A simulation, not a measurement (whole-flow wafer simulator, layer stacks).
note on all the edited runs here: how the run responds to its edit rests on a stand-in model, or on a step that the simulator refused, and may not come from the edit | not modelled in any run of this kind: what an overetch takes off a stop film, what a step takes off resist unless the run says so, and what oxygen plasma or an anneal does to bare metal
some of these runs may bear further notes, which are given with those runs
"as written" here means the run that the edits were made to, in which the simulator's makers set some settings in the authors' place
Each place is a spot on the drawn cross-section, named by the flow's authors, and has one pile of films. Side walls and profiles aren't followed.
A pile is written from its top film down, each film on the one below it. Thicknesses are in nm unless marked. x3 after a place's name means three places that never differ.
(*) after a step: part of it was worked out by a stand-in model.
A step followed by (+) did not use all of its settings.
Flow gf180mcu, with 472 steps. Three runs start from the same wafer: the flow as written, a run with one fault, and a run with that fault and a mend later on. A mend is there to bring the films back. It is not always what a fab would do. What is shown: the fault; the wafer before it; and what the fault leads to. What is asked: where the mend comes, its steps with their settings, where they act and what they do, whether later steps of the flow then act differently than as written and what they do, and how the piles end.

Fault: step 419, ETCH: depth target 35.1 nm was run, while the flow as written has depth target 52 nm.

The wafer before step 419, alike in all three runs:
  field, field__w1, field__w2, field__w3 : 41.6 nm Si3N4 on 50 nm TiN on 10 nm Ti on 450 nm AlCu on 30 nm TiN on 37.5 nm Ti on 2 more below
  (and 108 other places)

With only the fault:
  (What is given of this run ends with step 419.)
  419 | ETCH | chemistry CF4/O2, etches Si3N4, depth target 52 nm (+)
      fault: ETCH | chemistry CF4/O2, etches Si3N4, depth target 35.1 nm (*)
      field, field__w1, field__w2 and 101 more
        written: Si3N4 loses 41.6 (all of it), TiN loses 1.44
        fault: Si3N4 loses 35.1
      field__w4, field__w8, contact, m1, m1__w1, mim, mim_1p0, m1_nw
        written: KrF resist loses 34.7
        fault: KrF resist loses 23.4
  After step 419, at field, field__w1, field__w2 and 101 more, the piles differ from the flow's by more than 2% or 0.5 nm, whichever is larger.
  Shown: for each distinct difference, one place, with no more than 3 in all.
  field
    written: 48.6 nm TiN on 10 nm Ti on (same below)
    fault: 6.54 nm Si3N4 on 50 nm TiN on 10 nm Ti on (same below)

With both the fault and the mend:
  The mend stands after step 419.
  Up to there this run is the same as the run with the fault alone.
  419a | ETCH | chemistry CF4/O2, etches Si3N4, depth target 16.9 nm (*) (+) (the flow's step 419 again, with other settings)
      field, field__w1, field__w2 and 101 more
        Si3N4 loses 6.54 (all of it), TiN loses 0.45
      field__w4, field__w8, contact, m1, m1__w1, mim, mim_1p0, m1_nw
        KrF resist loses 6.54
  Every later step of the flow that is run acts as written, at every place that is followed, to within 2% or 0.5 nm, whichever is larger.
  The piles end the same as the flow's at every place that both follow.
